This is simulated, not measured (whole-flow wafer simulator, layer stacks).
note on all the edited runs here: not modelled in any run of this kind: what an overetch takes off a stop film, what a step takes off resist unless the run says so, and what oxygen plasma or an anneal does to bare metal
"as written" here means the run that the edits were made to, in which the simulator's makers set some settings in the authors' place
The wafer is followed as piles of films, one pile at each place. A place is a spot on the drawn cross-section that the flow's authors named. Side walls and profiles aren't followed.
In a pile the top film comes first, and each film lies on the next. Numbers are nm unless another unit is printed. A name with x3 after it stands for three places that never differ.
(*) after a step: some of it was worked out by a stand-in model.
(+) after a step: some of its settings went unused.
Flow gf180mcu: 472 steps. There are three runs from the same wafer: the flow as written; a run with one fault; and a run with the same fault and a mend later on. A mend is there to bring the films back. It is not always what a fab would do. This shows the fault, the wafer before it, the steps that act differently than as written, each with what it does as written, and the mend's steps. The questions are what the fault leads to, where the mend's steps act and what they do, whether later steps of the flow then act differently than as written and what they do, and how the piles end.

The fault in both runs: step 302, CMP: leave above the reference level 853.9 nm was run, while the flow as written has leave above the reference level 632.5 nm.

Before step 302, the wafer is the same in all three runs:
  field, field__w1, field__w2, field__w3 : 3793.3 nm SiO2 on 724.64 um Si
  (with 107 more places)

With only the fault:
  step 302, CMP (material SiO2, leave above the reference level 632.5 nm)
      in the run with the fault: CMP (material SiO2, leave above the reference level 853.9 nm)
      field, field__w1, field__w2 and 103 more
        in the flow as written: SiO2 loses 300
        in the run with the fault: SiO2 loses 78.6
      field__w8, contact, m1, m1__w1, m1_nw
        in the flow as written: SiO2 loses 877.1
        in the run with the fault: SiO2 loses 655.7
  Steps later in the flow that act otherwise than as written:
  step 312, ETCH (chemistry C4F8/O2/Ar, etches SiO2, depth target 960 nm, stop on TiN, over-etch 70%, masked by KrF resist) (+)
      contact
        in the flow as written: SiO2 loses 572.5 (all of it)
        in the run with the fault: SiO2 loses 793.9 (all of it)
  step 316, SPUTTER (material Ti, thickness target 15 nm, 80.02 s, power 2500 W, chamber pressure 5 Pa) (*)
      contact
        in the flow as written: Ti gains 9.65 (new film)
        in the run with the fault: Ti gains 8.49 (new film)
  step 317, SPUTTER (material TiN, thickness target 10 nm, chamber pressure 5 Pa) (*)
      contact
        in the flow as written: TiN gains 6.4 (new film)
        in the run with the fault: TiN gains 5.63 (new film)
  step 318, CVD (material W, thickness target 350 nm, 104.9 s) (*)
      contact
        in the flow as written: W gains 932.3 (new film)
        in the run with the fault: W gains 1155.6 (new film)
  The piles end different from the flow's at field, field__w1, field__w2 and 109 more by more than 2% or 0.5 nm, whichever is larger.
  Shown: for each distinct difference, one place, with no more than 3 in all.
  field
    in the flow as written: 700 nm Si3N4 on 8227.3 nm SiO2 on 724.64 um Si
    in the run with the fault: 700 nm Si3N4 on 8448.7 nm SiO2 on 724.64 um Si
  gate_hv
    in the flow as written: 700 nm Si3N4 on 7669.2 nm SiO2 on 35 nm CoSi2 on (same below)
    in the run with the fault: 700 nm Si3N4 on 7890.6 nm SiO2 on 35 nm CoSi2 on (same below)
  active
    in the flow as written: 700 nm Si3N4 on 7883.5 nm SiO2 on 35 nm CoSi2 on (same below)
    in the run with the fault: 700 nm Si3N4 on 8104.9 nm SiO2 on 35 nm CoSi2 on (same below)

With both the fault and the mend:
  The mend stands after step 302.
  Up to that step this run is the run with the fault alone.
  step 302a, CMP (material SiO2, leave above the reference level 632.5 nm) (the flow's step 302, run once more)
      field, field__w1, field__w2 and 108 more
        SiO2 loses 221.4
  Later steps of the flow that are run all act as written at every place that is followed.
  At every place that both follow, the piles at the end match the flow's.
